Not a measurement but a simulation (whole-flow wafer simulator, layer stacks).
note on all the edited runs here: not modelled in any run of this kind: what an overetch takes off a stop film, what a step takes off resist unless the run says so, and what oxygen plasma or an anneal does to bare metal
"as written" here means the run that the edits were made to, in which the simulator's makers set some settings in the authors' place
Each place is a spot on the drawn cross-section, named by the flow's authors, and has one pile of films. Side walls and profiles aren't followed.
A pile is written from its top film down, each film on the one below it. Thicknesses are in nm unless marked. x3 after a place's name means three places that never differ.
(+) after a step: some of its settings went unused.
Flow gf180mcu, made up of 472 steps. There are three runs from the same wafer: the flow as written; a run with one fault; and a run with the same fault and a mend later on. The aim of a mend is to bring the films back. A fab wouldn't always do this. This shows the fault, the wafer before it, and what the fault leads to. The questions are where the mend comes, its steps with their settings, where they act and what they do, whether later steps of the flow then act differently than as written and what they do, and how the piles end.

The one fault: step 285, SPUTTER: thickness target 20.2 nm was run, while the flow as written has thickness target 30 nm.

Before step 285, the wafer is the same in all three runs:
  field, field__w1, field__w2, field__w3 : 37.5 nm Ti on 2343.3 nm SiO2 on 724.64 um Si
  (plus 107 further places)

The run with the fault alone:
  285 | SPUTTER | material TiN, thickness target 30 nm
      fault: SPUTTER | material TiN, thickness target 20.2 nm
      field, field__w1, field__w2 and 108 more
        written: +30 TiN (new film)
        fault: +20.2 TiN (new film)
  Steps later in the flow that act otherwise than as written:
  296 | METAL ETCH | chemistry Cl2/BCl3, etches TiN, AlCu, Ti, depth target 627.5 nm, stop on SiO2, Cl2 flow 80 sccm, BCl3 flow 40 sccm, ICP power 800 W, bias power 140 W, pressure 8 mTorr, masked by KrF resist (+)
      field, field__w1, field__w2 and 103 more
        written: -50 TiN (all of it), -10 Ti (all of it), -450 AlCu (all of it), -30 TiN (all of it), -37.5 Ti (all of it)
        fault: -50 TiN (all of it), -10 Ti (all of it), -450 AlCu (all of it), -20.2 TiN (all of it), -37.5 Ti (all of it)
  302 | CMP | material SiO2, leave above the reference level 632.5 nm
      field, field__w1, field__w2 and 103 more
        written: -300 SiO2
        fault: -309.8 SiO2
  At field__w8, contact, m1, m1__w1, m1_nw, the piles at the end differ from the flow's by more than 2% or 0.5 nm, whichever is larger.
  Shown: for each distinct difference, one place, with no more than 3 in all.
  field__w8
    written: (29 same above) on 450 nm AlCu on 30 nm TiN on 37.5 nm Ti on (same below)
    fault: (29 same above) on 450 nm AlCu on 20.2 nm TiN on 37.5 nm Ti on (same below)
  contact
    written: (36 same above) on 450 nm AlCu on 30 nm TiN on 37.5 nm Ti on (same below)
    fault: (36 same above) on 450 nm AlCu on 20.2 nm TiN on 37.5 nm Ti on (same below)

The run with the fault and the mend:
  The mend follows step 285.
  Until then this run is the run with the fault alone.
  285a | SPUTTER | material TiN, thickness target 9.8 nm (a further turn of the flow's step 285, with different settings)
      field, field__w1, field__w2 and 108 more
        +9.8 TiN
  Every later step of the flow that is run acts as written at every place that is followed.
  The piles end the same as the flow's at every place that both follow.
